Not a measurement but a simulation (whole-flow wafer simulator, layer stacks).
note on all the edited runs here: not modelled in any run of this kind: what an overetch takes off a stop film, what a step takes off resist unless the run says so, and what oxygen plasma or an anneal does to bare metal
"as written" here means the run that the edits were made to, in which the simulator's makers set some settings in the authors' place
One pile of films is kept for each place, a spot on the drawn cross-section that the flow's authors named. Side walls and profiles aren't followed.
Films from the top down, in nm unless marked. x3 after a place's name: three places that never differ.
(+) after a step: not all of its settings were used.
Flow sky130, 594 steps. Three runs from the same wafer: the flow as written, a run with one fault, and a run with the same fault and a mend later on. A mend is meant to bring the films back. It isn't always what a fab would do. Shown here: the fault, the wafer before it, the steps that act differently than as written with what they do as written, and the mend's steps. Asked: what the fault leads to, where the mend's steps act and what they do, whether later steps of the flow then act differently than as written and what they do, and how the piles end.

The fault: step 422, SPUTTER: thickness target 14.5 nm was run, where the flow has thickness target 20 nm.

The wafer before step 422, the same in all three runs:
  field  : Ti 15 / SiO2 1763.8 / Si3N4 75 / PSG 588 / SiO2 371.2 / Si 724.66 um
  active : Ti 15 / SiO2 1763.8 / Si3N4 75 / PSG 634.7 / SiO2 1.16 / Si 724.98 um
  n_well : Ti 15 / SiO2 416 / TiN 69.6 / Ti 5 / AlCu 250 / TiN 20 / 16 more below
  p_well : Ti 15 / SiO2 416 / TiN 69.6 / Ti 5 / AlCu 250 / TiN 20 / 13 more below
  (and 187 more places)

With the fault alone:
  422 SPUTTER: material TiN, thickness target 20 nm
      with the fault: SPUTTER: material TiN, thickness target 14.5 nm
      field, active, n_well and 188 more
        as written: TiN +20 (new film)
        with the fault: TiN +14.5 (new film)
  Later steps of the flow that act differently than as written (10 more steps differ only slightly, by at most 2% or 0.5 nm, whichever is larger, and aren't shown):
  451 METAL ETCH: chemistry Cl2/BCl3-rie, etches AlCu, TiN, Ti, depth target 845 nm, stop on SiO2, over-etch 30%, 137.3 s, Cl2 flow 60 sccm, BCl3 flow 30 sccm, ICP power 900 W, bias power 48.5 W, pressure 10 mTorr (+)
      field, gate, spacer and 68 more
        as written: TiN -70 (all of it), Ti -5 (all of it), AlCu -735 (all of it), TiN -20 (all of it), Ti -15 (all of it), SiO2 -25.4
        with the fault: TiN -70 (all of it), Ti -5 (all of it), AlCu -735 (all of it), TiN -14.5 (all of it), Ti -15 (all of it), SiO2 -25.9
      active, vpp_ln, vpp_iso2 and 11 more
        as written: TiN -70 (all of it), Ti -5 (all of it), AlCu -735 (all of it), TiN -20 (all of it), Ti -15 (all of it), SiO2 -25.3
        with the fault: TiN -70 (all of it), Ti -5 (all of it), AlCu -735 (all of it), TiN -14.5 (all of it), Ti -15 (all of it), SiO2 -25.9
  At the end the piles differ from the flow's by more than 2% or 0.5 nm, whichever is larger, at n_well, p_well, gate_hv and 104 more.
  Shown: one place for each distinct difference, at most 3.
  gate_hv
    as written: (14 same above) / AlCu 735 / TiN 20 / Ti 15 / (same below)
    with the fault: (14 same above) / AlCu 735 / TiN 14.5 / Ti 15 / (same below)
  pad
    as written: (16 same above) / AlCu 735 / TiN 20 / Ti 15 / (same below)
    with the fault: (16 same above) / AlCu 735 / TiN 14.5 / Ti 15 / (same below)
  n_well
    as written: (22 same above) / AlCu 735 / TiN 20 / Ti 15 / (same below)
    with the fault: (22 same above) / AlCu 735 / TiN 14.5 / Ti 15 / (same below)

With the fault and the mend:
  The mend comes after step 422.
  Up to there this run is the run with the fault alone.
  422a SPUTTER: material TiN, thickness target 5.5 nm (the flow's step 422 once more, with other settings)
      field, active, n_well and 188 more
        TiN +5.5
  No later step of the flow acts differently than as written at any place that is followed.
  At the end the piles are the same as the flow's at every place that both follow.
